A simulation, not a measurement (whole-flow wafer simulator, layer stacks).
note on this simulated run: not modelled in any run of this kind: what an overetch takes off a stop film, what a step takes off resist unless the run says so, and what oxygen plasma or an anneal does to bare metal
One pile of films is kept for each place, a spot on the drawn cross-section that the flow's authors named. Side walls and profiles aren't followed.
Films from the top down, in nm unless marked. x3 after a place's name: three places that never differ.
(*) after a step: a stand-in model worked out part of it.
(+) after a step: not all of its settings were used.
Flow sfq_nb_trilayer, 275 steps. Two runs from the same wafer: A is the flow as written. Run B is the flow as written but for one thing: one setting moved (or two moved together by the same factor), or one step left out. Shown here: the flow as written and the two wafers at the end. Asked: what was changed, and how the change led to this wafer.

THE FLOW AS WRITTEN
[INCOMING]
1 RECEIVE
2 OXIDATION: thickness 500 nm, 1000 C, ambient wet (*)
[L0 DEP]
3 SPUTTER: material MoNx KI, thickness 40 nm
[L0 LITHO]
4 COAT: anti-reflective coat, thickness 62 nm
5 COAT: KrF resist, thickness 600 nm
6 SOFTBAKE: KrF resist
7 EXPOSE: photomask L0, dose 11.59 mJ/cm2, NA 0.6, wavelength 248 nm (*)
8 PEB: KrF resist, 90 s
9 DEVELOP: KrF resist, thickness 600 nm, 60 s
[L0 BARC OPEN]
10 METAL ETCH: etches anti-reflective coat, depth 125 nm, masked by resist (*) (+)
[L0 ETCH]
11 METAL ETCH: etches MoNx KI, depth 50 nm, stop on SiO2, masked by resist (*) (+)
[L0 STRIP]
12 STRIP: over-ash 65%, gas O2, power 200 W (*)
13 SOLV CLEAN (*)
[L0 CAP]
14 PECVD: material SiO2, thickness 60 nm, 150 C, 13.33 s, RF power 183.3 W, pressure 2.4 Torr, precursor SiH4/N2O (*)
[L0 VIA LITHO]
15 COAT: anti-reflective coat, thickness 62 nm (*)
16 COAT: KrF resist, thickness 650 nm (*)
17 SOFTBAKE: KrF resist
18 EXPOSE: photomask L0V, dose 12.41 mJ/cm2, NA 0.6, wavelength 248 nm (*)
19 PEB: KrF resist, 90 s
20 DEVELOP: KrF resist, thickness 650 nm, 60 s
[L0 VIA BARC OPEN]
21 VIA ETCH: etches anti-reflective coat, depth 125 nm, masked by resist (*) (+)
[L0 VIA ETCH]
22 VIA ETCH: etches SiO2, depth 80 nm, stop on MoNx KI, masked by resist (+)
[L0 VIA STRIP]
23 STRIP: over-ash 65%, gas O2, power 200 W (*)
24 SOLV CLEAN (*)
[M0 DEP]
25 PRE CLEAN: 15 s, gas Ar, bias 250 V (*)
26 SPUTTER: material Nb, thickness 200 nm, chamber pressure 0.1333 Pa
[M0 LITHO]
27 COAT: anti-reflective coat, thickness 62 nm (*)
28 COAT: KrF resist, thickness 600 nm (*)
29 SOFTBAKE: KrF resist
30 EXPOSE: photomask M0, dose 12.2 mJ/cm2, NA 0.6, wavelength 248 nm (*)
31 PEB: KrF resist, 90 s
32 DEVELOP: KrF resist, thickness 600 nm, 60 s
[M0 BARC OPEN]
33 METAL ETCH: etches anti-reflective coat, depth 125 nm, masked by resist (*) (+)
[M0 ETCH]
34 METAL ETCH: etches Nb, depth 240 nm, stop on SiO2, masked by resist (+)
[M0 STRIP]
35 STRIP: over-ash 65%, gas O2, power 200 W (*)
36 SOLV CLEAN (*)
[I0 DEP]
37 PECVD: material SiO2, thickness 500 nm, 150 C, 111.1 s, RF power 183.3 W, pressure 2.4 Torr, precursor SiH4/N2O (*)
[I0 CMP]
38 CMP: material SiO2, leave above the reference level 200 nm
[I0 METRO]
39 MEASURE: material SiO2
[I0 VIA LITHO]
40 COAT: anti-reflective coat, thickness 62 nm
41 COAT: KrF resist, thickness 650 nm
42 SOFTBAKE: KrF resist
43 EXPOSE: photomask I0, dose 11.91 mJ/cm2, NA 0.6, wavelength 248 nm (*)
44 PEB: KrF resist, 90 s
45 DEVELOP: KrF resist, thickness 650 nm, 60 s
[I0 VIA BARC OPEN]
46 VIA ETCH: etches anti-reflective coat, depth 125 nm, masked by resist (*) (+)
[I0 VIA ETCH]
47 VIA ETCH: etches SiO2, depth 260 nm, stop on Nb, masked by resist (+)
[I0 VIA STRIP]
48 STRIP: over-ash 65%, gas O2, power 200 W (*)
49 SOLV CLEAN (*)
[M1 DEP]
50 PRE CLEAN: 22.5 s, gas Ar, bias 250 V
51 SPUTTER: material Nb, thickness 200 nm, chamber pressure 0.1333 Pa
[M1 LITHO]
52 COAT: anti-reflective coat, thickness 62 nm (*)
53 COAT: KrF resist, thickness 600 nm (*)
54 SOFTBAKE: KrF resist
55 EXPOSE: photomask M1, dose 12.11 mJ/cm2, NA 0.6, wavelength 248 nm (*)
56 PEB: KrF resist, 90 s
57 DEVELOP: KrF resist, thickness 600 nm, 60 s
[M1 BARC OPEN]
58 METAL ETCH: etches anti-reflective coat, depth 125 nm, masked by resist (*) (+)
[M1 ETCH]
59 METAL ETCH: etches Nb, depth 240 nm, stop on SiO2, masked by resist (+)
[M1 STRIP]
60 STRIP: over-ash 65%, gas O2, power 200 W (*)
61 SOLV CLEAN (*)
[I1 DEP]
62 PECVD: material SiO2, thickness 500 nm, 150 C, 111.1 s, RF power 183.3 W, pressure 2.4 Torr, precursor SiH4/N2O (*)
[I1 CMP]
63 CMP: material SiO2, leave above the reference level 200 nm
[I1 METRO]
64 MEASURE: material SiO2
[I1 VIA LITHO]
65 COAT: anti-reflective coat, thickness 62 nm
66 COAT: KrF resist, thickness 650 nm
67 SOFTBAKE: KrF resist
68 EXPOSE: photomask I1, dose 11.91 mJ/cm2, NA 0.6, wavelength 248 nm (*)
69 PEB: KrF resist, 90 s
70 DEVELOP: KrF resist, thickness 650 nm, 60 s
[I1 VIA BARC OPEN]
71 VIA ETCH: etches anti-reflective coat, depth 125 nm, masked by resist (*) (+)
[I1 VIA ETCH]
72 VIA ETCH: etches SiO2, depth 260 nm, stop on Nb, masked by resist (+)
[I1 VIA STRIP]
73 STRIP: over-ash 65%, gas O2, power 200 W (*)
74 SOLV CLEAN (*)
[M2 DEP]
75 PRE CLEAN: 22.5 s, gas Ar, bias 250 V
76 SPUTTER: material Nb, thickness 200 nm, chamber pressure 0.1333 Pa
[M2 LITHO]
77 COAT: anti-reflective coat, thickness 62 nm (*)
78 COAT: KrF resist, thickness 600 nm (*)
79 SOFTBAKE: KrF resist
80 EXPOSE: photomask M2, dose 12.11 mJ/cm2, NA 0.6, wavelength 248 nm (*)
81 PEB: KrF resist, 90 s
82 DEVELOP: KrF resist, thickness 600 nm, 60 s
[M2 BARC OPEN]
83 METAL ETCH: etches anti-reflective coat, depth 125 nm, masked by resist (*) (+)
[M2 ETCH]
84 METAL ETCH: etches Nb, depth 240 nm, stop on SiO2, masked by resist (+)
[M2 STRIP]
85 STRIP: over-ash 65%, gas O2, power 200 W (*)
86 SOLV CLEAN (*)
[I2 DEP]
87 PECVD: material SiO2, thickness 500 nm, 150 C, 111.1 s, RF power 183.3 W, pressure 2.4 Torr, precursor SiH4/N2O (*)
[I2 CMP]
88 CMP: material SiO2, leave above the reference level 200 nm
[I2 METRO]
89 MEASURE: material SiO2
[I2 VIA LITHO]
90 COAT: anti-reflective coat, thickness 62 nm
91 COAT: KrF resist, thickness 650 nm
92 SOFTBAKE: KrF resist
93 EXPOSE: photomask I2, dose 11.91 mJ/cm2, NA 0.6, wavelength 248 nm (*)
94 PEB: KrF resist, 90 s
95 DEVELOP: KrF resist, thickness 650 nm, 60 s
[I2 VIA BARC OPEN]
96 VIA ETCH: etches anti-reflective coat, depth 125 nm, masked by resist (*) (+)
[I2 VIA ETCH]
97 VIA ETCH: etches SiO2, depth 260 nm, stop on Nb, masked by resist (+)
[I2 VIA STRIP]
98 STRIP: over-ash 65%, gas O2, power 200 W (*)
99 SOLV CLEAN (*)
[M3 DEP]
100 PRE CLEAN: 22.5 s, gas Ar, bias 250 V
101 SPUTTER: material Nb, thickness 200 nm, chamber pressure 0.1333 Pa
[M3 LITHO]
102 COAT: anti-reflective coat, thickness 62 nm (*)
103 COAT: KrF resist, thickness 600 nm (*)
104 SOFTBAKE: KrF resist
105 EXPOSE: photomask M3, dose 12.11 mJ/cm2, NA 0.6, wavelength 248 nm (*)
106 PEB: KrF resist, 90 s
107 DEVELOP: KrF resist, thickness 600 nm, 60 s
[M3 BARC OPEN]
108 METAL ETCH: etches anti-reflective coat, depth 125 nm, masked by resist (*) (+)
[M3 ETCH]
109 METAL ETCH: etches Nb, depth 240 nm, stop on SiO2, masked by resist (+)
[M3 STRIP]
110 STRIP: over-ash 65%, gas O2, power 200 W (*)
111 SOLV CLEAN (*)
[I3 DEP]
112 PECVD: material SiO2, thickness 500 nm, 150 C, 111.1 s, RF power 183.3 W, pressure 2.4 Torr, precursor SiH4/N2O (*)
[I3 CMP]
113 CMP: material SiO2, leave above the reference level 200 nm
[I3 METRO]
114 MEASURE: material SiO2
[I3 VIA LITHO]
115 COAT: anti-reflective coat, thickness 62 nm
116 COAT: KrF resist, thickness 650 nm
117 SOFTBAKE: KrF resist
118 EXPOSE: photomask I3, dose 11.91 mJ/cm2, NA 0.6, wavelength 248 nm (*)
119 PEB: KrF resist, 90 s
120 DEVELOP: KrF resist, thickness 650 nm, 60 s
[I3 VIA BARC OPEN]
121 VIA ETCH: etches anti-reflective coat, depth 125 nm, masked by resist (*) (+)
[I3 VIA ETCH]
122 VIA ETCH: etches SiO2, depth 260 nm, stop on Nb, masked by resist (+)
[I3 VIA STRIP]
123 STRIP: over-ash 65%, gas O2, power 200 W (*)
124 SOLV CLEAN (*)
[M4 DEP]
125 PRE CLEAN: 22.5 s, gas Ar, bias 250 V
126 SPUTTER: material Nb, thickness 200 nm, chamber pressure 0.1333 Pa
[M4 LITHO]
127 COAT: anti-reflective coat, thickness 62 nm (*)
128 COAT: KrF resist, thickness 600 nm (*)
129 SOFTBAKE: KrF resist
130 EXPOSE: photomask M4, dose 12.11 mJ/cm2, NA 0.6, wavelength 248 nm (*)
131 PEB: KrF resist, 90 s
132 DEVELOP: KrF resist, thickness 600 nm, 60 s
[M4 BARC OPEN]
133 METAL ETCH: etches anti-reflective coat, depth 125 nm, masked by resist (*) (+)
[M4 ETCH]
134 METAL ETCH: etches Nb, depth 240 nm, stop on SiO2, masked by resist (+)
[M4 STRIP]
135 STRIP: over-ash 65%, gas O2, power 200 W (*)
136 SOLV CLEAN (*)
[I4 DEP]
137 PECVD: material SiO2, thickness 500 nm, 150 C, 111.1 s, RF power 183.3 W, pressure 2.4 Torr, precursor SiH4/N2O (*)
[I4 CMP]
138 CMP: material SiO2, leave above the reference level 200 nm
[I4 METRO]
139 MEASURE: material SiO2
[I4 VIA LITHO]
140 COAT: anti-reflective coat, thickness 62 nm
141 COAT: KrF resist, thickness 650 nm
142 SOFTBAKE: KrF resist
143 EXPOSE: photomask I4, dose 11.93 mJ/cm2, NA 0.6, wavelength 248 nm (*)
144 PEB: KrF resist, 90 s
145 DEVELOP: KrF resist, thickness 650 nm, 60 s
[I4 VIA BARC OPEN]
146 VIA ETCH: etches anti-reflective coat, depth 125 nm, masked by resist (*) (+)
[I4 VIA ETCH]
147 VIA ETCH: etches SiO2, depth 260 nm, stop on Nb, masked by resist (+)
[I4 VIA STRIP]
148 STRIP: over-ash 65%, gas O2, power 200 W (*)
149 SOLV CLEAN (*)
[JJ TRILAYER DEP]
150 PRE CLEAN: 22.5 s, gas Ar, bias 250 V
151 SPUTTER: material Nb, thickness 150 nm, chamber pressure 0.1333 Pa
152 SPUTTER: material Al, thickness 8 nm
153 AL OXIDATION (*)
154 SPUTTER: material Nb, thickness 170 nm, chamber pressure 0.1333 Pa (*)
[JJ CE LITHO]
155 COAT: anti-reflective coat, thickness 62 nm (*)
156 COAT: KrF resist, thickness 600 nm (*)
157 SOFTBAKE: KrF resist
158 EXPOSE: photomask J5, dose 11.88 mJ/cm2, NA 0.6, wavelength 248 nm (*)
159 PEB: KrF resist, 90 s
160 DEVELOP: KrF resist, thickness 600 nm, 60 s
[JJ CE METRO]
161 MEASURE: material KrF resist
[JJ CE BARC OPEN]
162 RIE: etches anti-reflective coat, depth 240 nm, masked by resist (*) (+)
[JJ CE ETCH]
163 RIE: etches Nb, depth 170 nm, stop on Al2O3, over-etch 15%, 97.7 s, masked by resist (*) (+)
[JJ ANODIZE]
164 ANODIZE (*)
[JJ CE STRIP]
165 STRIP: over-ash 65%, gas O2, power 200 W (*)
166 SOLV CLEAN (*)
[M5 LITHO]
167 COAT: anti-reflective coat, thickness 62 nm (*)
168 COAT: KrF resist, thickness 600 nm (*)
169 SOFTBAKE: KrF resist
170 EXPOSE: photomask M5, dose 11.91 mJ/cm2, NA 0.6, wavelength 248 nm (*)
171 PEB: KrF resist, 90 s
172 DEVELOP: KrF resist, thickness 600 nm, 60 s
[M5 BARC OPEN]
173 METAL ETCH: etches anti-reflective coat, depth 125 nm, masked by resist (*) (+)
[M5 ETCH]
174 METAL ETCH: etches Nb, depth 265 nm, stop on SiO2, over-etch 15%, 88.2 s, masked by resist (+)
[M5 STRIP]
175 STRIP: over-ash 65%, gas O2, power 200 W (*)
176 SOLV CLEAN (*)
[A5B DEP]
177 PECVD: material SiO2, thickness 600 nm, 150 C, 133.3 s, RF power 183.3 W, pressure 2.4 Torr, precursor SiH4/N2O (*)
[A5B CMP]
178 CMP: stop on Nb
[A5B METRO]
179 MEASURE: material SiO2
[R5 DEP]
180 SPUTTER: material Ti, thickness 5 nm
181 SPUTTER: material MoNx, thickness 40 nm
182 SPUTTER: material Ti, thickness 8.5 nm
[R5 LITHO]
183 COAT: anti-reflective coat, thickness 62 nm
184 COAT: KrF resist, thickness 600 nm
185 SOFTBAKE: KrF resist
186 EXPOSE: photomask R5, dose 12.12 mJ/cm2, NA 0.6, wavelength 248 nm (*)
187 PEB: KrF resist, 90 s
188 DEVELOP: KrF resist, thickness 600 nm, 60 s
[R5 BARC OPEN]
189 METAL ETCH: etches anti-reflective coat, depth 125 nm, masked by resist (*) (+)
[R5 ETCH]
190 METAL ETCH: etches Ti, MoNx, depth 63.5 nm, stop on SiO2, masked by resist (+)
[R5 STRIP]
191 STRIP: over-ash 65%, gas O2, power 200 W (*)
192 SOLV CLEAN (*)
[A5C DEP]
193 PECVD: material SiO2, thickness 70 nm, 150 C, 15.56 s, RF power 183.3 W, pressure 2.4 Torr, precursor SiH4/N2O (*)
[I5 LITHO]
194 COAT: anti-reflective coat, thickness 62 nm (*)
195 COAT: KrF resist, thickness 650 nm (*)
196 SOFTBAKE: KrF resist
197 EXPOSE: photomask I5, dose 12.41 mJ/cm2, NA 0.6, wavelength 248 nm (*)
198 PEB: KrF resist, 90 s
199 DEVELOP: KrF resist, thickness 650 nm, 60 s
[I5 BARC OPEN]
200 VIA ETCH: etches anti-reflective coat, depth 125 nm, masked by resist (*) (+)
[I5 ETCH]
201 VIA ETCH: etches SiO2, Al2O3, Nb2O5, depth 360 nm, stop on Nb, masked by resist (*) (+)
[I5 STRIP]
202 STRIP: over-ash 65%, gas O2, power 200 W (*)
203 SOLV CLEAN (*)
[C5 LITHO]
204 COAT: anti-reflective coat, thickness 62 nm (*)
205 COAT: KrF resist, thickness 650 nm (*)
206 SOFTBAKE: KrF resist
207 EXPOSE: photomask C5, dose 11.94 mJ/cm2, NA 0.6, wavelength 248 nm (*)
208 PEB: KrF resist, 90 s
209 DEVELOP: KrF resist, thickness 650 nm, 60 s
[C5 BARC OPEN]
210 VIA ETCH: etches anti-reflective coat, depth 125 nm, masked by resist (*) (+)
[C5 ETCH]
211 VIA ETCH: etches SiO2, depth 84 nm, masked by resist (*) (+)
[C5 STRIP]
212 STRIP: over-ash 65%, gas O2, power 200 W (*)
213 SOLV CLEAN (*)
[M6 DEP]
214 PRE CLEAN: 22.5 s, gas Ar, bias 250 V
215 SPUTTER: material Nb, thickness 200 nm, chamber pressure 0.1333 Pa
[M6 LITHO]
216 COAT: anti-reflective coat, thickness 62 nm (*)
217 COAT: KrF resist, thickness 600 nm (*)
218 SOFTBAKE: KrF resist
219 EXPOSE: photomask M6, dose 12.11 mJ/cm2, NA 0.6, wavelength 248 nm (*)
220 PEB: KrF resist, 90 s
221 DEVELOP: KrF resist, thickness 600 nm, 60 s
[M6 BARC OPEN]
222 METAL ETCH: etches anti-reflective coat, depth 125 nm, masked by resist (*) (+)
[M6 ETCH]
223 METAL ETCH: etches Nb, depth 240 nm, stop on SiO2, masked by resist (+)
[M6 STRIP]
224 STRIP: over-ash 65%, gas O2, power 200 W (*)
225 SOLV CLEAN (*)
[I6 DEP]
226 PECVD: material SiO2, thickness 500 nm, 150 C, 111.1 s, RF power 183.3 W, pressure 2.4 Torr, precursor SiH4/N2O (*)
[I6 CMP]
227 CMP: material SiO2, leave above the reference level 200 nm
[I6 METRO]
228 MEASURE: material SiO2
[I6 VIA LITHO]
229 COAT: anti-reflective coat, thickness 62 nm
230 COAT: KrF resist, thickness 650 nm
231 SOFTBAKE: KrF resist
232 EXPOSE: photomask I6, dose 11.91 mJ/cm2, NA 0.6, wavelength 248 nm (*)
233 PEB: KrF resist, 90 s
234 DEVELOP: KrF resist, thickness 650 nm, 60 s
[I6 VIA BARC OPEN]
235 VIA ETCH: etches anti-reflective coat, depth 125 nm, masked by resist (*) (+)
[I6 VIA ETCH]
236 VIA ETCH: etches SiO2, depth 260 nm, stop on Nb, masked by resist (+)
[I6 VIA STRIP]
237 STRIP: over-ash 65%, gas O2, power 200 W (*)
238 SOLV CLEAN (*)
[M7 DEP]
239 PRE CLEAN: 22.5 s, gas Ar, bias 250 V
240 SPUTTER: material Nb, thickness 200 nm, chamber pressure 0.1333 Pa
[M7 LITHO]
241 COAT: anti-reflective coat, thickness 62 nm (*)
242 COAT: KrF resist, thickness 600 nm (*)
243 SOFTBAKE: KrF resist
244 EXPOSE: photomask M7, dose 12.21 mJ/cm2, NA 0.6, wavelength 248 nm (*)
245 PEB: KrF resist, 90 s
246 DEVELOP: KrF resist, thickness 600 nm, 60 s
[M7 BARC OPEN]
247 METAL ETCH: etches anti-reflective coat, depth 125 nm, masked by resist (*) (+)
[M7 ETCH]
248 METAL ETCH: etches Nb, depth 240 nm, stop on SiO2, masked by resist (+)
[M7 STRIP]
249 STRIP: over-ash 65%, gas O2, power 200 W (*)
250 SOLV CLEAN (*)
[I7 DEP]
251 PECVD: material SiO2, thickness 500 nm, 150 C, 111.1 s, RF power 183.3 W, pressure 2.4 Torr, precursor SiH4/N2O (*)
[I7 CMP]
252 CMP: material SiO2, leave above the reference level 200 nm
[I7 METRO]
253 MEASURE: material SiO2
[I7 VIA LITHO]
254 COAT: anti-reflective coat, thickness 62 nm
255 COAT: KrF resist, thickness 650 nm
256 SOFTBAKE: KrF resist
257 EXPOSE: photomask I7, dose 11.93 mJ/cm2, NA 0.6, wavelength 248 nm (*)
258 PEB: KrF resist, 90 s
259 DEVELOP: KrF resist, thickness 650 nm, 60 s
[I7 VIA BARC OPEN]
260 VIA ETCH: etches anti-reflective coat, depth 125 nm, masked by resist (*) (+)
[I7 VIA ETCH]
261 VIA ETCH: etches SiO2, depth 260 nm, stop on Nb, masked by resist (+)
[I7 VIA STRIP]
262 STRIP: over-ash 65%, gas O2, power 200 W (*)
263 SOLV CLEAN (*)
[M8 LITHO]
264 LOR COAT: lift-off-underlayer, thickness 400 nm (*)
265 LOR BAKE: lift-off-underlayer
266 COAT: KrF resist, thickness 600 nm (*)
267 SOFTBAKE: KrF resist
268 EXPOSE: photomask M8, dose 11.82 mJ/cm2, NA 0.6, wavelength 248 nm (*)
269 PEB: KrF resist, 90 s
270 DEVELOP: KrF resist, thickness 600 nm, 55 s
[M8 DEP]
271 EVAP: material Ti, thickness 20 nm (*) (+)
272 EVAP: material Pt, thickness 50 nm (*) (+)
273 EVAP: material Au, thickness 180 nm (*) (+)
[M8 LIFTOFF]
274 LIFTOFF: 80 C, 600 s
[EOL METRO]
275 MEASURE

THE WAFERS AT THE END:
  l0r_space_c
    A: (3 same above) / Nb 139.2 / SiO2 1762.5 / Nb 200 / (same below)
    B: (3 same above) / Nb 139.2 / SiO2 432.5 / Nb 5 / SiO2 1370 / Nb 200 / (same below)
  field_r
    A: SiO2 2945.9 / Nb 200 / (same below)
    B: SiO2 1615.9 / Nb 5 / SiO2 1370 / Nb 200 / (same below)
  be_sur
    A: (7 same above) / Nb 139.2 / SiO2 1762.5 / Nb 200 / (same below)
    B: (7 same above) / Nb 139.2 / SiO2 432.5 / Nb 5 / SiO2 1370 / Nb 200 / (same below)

The cause: step 126, SPUTTER: thickness 245 nm was run, where the flow has thickness 200 nm.

How the change led to this, step by step:
  126 SPUTTER: material Nb, thickness 200 nm, chamber pressure 0.1333 Pa
      field_l, v_sur, via_wl and 102 more: A Nb +200 (new film) | B Nb +245 (new film)
      via_v: A Nb +165.5 | B Nb +203.3
  134 METAL ETCH: etches Nb, depth 240 nm, stop on SiO2, masked by resist (+)
      field_l, be, be_sur and 64 more: A Nb -200 (all of it) | B Nb -240
  137 PECVD: material SiO2, thickness 500 nm, 150 C, 111.1 s, RF power 183.3 W, pressure 2.4 Torr, precursor SiH4/N2O (*)
      field_l, be, be_sur and 55 more: A SiO2 +500 | B SiO2 +500 (new film)
      p3_s0, p3_s1, p3_s2, p3_s3, p3_s4, p3_s5: A SiO2 +557.1 | B SiO2 +597.1 (new film)
      (and at 4 more places)
  138 CMP: material SiO2, leave above the reference level 200 nm
      field_l, be, be_sur and 55 more: A SiO2 -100 | B SiO2 -60
      lsp_r, l0_sur, l0v: A SiO2 -91.9 | B SiO2 -50.3
      (and at 1 more place)
Counting metal films that touch as one body, l0r_space_c has 3 bodies (between them, from the top down: SiO2 432.5; SiO2 1370); the flow as written gives 2 bodies (between them, from the top down: SiO2 1762.5).
Counting metal films that touch as one body, field_r has 2 bodies (between them, from the top down: SiO2 1370); the flow as written gives 1 body.
Counting metal films that touch as one body, be_sur has 5 bodies (between them, from the top down: SiO2 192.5; SiO2 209 / Al2O3 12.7 / Nb2O5 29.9; SiO2 432.5; SiO2 1370); the flow as written gives 4 bodies (between them, from the top down: SiO2 192.5; SiO2 209 / Al2O3 12.7 / Nb2O5 29.9; SiO2 1762.5).
